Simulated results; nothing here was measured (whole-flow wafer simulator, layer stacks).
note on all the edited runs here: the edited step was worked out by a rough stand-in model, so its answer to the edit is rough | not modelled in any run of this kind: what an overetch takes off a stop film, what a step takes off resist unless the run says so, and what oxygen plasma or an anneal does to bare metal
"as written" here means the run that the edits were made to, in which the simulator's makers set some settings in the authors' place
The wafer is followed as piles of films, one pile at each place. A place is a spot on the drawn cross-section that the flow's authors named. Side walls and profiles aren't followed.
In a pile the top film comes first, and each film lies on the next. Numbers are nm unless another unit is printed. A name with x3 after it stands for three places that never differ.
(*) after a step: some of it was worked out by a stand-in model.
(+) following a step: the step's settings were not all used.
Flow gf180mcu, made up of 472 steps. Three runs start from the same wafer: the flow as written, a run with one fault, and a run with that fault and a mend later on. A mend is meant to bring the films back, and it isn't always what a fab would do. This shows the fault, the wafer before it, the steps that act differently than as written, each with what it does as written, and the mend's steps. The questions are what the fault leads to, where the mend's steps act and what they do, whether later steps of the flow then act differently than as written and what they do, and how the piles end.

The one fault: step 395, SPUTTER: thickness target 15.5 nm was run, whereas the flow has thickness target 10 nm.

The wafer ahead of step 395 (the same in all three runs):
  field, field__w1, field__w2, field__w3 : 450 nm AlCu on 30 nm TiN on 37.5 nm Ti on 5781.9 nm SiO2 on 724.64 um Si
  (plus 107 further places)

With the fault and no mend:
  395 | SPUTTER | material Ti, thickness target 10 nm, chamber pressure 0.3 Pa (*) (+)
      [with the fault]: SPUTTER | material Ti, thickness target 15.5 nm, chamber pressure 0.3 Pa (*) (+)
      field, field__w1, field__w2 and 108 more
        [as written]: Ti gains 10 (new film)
        [with the fault]: Ti gains 15.5 (new film)
  Steps further on in the flow that do not act as written (1 other step is not shown; it differs only slightly, by no more than 2% or 0.5 nm, whichever is larger):
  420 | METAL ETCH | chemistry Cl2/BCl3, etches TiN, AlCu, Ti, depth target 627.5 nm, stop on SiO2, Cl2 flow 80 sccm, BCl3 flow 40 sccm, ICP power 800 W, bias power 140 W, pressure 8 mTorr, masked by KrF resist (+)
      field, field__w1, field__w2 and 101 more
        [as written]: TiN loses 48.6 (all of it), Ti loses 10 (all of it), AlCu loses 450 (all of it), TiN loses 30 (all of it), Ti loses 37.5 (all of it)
        [with the fault]: TiN loses 48.6 (all of it), Ti loses 15.5 (all of it), AlCu loses 450 (all of it), TiN loses 30 (all of it), Ti loses 37.5 (all of it)
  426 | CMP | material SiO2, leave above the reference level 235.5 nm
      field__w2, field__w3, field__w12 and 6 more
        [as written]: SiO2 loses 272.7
        [with the fault]: SiO2 loses 266.9
  The piles end different from the flow's at field__w4, field__w8, contact, m1, m1__w1, mim, mim_1p0, m1_nw by more than 2% or 0.5 nm, whichever is larger.
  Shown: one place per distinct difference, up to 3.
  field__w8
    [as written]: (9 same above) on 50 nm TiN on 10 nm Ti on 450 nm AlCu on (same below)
    [with the fault]: (9 same above) on 50 nm TiN on 15.5 nm Ti on 450 nm AlCu on (same below)
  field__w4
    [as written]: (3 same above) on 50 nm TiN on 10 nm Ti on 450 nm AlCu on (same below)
    [with the fault]: (3 same above) on 50 nm TiN on 15.5 nm Ti on 450 nm AlCu on (same below)
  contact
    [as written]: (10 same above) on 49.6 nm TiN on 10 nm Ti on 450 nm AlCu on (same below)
    [with the fault]: (10 same above) on 49.6 nm TiN on 15.5 nm Ti on 450 nm AlCu on (same below)

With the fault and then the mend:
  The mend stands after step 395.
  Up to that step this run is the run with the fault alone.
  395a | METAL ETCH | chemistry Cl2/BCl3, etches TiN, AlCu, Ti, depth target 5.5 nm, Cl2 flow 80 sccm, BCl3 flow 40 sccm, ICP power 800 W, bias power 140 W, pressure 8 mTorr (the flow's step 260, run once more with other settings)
      field, field__w1, field__w2 and 108 more
        Ti loses 5.5
  Every later step of the flow that is run acts as written at every place that is followed.
  The piles end the same as the flow's at every place that both follow.
